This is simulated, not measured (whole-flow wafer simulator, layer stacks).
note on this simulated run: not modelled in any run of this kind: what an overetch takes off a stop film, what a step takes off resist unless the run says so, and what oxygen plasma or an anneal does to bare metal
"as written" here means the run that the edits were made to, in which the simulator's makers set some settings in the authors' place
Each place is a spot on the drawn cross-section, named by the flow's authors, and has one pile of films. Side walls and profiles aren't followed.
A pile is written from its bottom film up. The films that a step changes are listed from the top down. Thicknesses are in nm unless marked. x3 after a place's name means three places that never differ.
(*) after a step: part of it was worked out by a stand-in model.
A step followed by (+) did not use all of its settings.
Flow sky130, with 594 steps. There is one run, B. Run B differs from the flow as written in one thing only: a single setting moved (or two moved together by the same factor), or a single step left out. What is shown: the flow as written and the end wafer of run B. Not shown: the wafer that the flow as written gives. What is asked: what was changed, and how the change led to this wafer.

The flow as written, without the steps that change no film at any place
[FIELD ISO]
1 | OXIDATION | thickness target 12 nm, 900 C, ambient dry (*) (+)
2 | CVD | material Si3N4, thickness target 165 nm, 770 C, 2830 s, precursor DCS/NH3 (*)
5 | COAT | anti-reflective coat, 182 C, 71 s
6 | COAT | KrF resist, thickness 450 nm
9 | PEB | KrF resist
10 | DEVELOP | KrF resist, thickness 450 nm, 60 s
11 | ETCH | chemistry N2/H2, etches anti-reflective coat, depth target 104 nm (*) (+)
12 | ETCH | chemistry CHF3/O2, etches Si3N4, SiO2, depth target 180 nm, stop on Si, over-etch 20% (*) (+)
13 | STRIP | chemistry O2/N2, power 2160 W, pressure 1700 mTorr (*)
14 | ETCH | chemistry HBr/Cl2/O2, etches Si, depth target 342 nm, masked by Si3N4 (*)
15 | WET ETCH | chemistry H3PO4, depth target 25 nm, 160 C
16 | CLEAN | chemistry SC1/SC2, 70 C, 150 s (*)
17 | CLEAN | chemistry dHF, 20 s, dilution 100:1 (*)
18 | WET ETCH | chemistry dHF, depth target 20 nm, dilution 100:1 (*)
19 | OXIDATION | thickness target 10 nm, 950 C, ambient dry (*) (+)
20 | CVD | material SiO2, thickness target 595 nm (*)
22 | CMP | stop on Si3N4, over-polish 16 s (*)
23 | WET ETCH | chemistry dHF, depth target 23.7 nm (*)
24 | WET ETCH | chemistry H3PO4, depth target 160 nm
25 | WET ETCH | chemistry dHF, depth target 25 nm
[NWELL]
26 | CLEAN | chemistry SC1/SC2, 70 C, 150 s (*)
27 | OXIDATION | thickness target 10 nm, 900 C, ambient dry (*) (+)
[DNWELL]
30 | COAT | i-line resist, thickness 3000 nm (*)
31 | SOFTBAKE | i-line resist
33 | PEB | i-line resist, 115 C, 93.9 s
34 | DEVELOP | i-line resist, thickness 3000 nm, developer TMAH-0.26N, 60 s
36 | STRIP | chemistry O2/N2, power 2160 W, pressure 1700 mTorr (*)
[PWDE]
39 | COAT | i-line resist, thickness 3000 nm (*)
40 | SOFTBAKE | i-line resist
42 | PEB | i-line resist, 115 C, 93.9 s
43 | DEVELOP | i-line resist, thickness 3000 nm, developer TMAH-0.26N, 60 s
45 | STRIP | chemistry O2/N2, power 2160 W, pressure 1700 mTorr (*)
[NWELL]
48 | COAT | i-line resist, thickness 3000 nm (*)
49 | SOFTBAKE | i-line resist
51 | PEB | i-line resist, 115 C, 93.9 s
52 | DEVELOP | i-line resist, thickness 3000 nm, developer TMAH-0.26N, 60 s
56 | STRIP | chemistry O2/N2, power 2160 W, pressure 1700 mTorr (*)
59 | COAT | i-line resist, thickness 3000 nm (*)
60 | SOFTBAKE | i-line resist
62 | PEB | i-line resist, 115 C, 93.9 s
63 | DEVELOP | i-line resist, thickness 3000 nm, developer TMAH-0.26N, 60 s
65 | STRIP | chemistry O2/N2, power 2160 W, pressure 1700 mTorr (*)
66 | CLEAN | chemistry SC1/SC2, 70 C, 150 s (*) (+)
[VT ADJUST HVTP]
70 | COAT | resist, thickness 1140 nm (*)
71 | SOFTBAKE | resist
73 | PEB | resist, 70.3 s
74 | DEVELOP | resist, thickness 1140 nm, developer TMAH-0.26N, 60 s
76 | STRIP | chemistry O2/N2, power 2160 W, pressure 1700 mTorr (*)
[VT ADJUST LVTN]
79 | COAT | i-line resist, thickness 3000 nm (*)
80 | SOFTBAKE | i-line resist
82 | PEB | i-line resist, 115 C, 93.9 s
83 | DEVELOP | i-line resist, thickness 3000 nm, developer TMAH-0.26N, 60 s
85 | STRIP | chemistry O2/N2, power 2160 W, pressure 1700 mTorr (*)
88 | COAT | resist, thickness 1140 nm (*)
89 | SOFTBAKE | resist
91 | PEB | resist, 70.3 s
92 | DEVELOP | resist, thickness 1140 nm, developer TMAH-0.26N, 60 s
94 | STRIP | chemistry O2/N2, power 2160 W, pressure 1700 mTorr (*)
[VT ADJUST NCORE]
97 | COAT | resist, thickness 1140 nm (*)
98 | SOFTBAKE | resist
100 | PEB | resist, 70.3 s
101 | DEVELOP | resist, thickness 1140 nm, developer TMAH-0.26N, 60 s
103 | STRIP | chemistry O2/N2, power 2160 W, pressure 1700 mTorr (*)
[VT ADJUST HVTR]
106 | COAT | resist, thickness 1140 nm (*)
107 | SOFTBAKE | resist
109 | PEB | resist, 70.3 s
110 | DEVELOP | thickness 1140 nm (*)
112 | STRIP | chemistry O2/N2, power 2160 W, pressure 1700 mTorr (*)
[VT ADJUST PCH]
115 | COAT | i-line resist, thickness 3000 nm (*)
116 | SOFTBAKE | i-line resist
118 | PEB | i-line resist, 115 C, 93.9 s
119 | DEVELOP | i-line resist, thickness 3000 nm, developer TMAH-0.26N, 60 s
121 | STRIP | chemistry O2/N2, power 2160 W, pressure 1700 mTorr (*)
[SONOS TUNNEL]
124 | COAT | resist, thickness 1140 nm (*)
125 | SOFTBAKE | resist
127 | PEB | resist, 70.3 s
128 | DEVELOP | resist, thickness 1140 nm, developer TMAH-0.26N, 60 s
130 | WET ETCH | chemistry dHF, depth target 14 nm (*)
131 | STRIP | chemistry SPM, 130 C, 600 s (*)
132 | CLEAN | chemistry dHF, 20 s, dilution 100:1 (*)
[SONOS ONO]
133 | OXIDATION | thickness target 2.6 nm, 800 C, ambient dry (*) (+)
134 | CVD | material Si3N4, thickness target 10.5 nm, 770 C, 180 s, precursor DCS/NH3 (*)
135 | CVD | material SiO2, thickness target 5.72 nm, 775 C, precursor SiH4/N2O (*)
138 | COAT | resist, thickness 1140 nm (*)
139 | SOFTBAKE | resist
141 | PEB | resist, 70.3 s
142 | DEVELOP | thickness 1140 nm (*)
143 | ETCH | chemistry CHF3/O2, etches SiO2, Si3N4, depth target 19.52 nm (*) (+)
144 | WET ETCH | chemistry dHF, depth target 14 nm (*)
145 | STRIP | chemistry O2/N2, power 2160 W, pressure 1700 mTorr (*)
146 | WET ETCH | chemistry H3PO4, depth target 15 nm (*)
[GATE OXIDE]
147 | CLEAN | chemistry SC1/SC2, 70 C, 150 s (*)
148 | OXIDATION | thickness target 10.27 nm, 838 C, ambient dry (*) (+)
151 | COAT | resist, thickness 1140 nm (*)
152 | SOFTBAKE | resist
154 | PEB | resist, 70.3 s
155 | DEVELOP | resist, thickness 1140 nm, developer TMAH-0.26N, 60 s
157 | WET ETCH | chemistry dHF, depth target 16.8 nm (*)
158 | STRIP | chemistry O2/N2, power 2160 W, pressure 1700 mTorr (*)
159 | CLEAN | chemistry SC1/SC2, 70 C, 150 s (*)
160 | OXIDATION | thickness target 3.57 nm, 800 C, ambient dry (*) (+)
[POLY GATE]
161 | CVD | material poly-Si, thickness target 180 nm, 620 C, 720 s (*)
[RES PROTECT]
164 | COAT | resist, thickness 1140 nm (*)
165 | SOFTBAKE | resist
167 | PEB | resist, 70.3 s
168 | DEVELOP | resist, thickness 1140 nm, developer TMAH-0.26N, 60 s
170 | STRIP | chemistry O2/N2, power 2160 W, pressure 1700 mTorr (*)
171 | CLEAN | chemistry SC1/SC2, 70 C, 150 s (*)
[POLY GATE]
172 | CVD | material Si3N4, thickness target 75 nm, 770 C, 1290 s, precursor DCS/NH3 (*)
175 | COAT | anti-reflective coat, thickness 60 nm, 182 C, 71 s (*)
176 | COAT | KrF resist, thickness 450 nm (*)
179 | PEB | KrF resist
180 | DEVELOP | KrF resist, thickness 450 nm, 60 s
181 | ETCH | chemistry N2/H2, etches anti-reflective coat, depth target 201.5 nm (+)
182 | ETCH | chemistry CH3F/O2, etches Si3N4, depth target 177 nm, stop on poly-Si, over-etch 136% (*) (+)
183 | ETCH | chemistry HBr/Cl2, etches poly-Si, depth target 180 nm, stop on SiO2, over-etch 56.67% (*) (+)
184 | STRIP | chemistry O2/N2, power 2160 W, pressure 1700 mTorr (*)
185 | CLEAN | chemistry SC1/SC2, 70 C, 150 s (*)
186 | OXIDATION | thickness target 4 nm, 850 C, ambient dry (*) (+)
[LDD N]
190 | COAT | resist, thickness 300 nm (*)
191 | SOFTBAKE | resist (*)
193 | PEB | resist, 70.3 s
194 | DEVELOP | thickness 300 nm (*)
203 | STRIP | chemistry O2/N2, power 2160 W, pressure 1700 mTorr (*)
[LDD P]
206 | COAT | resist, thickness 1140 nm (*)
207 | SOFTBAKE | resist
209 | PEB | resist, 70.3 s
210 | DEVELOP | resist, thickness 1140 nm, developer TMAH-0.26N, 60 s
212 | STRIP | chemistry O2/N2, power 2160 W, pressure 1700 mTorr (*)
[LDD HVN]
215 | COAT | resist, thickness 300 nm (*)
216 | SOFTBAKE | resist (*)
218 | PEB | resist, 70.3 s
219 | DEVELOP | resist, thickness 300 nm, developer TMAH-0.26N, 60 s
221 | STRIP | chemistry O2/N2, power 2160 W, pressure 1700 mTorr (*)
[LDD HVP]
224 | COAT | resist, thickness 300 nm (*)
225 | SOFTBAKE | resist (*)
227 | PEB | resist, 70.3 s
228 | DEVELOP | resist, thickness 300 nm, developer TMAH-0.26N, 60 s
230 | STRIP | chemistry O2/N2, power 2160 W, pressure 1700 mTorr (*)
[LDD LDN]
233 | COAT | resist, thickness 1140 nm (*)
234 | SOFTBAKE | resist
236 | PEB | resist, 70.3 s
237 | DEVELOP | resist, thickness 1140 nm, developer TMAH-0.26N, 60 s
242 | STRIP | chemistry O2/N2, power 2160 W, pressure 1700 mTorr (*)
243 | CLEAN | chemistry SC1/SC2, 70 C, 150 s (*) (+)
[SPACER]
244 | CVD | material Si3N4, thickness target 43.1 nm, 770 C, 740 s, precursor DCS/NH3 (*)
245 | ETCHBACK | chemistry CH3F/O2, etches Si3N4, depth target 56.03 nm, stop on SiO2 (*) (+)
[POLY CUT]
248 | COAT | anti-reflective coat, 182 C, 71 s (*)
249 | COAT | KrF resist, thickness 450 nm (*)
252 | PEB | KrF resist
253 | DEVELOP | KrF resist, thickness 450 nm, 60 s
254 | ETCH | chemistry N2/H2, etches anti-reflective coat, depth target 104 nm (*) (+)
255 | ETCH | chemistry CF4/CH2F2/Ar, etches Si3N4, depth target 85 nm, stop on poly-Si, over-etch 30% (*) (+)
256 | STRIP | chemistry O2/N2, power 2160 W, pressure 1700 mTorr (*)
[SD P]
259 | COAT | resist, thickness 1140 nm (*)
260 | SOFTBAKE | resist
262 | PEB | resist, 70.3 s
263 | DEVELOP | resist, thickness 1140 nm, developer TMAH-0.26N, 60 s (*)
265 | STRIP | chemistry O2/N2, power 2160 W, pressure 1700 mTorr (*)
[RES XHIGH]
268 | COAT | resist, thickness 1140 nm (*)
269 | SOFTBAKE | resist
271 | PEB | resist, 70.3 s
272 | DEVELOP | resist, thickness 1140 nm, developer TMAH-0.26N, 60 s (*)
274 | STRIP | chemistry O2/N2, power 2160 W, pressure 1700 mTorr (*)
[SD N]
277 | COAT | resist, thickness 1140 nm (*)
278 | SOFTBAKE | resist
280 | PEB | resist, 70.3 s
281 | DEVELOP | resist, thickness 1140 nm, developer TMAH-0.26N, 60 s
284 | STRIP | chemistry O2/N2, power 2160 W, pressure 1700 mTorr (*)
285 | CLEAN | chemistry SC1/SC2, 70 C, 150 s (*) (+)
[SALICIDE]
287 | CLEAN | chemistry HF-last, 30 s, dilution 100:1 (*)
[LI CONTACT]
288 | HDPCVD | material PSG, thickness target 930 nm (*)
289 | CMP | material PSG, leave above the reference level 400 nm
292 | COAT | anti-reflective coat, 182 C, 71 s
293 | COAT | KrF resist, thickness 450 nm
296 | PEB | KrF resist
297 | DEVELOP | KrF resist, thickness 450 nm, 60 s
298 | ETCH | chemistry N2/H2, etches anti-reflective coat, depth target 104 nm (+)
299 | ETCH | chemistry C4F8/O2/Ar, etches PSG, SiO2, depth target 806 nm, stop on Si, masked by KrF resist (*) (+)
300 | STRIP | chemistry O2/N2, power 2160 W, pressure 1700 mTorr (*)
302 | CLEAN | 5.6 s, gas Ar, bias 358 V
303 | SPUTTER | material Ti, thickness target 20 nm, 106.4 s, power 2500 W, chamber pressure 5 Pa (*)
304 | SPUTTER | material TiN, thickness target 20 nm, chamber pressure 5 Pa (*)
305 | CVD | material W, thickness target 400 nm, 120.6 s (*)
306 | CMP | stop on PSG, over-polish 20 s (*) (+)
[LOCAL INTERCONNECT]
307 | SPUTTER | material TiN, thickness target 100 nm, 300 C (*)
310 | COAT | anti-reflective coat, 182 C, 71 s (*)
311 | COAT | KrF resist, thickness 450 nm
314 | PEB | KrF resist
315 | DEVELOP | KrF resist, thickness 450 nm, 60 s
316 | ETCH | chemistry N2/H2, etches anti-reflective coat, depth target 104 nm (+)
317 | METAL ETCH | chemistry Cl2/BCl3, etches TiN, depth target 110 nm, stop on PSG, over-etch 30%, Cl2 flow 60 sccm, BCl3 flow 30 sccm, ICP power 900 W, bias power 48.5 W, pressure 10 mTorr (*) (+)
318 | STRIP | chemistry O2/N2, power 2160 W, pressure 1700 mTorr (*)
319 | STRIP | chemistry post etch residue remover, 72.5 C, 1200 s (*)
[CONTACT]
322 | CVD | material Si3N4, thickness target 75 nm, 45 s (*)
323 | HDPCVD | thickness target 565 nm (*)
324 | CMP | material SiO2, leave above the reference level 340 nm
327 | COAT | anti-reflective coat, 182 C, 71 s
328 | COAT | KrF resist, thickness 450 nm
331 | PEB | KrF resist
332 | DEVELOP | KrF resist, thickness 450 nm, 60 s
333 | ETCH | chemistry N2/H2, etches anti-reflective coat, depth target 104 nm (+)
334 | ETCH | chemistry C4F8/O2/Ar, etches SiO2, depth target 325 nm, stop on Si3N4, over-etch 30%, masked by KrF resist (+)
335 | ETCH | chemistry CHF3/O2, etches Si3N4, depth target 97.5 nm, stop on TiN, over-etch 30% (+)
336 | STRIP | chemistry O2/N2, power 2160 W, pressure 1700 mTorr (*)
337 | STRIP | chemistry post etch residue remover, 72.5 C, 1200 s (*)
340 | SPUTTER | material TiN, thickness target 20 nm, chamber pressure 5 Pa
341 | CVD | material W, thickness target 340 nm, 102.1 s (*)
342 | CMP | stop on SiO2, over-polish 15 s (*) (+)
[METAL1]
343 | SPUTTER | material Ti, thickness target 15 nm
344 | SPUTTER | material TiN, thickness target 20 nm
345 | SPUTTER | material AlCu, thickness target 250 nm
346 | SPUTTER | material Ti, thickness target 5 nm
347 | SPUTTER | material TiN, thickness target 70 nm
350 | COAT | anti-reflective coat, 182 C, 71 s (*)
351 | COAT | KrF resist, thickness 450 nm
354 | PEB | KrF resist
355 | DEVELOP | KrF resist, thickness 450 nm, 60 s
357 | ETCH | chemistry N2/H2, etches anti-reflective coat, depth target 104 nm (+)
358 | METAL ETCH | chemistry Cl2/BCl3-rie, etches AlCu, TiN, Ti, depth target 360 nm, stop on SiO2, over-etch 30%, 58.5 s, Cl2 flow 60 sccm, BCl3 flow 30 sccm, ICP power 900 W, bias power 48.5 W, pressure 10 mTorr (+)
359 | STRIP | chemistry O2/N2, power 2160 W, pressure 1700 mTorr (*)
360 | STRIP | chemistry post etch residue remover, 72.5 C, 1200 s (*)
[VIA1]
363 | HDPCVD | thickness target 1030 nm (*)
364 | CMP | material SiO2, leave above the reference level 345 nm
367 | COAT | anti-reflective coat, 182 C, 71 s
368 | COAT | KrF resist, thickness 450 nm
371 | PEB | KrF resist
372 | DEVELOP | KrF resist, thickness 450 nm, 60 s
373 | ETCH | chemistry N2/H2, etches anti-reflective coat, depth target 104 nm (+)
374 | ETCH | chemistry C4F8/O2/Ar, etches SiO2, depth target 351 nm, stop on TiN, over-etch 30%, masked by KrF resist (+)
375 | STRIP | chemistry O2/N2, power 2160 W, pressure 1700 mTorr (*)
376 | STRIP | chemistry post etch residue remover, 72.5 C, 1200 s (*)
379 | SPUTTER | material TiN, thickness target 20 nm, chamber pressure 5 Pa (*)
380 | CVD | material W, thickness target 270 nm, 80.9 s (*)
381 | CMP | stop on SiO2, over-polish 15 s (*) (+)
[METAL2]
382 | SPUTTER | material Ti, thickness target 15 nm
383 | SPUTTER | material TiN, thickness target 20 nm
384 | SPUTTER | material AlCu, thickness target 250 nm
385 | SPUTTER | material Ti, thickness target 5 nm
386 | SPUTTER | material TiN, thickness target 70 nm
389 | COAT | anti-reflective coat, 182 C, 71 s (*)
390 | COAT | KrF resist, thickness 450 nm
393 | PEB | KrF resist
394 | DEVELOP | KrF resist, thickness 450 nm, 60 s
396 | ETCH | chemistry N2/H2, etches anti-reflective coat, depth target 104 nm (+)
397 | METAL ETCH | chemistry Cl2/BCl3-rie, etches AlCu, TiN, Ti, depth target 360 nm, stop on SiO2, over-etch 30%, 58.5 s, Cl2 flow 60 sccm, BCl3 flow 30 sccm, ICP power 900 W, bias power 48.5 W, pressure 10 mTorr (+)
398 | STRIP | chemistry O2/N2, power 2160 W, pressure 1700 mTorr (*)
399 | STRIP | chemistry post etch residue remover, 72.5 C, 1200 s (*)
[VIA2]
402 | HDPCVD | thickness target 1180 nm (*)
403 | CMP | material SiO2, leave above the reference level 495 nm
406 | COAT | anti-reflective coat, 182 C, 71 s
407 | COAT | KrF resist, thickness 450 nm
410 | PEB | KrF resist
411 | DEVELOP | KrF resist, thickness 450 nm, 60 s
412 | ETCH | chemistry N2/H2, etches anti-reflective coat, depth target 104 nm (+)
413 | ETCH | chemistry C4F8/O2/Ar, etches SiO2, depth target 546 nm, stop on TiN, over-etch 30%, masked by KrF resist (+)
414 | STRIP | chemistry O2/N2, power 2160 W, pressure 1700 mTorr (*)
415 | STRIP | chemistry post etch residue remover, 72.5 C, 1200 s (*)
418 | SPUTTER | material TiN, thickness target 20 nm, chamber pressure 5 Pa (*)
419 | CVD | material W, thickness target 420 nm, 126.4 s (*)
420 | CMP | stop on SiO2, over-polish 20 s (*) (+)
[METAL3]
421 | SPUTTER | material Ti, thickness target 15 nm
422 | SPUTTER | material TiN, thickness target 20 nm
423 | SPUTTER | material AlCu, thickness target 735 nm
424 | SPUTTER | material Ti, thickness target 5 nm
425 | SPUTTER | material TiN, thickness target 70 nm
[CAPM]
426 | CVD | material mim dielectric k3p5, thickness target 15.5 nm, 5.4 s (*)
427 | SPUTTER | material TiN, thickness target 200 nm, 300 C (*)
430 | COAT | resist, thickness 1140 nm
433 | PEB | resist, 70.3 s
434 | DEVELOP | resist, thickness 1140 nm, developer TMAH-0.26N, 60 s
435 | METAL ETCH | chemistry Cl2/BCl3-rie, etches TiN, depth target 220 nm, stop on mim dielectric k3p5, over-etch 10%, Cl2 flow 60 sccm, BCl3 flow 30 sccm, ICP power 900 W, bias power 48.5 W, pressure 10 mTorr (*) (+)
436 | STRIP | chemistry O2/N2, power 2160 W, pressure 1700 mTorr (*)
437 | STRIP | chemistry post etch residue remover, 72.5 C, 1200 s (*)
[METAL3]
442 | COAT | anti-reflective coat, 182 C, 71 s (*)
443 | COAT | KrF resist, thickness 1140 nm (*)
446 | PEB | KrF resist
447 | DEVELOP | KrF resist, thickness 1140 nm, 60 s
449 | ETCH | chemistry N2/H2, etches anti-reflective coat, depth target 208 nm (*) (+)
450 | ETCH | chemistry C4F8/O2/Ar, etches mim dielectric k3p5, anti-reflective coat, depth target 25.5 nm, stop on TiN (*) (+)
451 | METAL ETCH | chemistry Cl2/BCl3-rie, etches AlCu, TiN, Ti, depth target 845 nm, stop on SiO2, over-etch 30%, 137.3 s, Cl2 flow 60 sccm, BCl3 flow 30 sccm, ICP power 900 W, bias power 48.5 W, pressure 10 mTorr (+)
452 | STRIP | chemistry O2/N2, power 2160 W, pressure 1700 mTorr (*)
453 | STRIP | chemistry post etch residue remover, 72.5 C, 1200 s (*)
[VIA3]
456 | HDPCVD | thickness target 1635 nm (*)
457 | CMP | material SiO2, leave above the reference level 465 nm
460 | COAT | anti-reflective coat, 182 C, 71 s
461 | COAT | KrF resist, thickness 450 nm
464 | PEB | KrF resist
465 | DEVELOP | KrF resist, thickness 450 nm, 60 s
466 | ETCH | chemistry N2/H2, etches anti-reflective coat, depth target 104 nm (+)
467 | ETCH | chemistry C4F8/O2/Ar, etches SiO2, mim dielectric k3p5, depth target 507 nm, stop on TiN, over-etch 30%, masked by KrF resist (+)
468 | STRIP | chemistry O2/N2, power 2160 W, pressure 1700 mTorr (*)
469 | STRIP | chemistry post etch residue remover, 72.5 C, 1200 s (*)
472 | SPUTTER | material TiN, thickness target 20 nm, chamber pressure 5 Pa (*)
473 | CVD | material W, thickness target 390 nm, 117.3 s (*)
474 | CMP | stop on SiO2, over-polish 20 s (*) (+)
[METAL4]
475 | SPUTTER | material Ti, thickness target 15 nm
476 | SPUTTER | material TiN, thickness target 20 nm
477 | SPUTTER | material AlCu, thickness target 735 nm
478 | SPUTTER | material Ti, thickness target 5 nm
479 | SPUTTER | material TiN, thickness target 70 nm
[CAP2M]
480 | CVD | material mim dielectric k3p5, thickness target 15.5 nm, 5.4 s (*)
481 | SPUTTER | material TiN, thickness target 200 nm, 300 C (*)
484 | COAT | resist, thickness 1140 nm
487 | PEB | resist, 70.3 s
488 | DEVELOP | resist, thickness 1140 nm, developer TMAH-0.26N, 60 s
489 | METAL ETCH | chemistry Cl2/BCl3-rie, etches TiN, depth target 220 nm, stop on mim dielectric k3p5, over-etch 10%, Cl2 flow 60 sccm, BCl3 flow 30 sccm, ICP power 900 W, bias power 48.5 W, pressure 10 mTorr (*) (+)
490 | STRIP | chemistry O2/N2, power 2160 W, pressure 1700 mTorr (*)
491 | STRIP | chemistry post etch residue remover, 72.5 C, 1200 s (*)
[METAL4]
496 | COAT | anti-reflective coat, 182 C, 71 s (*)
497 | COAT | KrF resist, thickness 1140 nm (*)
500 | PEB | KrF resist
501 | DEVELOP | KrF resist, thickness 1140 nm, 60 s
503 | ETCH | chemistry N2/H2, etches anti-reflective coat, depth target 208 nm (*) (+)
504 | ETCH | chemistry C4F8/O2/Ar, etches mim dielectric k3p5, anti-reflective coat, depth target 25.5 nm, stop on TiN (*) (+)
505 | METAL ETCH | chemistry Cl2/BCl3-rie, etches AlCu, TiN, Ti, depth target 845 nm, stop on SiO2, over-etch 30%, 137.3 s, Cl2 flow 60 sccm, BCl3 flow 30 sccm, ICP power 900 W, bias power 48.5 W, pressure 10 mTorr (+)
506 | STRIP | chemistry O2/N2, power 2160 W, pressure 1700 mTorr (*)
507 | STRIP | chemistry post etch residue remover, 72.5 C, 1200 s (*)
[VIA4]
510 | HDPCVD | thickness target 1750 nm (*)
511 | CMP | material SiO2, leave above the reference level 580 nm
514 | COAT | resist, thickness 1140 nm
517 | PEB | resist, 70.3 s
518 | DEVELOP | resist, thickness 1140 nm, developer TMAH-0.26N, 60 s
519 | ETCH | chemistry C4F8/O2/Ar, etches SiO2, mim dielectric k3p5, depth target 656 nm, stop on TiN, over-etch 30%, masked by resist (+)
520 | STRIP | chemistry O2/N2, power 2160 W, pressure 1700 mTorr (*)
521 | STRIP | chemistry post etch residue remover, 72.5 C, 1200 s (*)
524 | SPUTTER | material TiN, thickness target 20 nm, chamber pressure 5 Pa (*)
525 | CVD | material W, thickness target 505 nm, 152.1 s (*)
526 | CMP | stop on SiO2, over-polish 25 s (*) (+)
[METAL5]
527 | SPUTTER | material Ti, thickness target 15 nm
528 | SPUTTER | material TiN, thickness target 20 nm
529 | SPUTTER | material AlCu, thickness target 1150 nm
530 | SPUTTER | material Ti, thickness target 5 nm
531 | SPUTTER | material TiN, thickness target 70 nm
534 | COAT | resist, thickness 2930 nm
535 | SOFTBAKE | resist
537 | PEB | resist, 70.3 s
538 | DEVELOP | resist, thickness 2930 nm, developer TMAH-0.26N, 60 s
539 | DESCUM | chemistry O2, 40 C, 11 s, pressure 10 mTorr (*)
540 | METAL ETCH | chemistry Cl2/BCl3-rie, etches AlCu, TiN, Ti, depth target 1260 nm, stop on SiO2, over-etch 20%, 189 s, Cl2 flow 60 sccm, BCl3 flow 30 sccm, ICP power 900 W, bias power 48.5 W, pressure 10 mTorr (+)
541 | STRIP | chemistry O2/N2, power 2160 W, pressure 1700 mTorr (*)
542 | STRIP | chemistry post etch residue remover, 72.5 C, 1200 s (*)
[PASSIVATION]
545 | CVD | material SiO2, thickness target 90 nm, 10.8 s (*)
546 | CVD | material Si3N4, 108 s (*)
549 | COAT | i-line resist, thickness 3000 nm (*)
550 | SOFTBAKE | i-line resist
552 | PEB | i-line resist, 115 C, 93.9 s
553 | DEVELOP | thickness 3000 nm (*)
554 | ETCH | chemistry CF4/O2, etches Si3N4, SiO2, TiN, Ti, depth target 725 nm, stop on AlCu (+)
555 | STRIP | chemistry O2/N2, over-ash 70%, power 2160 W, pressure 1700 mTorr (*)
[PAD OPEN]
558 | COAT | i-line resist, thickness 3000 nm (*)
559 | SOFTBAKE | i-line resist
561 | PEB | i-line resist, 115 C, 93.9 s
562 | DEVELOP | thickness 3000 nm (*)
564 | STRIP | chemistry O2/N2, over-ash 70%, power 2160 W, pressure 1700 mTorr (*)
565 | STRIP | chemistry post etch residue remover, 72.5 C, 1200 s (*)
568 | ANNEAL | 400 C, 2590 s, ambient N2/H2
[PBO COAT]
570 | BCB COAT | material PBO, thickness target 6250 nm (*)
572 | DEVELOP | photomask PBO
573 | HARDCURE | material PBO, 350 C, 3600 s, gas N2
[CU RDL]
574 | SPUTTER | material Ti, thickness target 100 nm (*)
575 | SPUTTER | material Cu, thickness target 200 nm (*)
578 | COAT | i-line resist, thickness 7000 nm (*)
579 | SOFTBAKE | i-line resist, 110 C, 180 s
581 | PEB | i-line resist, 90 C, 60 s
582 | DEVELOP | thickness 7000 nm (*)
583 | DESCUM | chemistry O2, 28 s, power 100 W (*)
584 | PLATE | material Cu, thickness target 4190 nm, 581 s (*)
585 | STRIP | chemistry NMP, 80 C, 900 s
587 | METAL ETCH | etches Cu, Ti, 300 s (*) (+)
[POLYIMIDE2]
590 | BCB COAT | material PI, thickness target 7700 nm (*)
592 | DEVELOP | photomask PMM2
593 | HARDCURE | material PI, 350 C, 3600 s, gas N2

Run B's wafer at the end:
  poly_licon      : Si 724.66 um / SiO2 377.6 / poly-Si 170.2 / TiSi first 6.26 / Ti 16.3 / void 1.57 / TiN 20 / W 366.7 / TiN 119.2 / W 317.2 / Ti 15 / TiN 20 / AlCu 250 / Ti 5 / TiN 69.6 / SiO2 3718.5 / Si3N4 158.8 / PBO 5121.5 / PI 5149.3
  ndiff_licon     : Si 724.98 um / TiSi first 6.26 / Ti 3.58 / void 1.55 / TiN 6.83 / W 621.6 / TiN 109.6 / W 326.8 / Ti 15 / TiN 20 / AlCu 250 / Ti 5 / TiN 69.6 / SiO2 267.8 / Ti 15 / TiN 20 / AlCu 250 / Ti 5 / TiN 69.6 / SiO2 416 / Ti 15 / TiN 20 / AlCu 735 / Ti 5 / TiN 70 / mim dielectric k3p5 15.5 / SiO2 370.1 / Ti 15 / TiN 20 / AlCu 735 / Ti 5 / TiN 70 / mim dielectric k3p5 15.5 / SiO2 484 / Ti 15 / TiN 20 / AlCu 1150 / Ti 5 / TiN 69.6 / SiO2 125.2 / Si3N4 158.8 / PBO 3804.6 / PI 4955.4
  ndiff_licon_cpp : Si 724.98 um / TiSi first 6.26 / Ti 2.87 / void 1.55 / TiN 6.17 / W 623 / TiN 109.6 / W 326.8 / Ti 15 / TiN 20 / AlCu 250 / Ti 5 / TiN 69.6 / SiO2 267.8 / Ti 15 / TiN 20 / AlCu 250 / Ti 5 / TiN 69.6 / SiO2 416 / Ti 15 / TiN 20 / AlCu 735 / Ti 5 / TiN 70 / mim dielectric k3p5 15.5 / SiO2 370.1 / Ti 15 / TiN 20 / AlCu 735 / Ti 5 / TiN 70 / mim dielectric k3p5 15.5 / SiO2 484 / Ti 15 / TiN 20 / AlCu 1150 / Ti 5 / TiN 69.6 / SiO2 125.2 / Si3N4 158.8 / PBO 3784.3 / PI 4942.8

The reason: step 568, ANNEAL: 1684 s was run, whereas the flow has 2590 s.

The path from the change to this, step by step:
  568 | ANNEAL | 400 C, 2590 s, ambient N2/H2
      poly_licon, rpo_hd_licon: under 11 films: +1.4 void (new film), -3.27 Ti, +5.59 TiSi first (new film), -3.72 poly-Si (as written it would have been: under 11 films: +1.65 void (new film), -3.85 Ti, +6.58 TiSi first (new film), -4.38 poly-Si)
      ndiff_licon, ndiff_licon_cpp: under 37 films: +1.39 void (new film), -3.27 Ti, +5.59 TiSi first (new film), -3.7 Si (as written it would have been: under 37 films: +1.63 void (new film), -3.85 Ti, +6.58 TiSi first (new film), -4.36 Si)
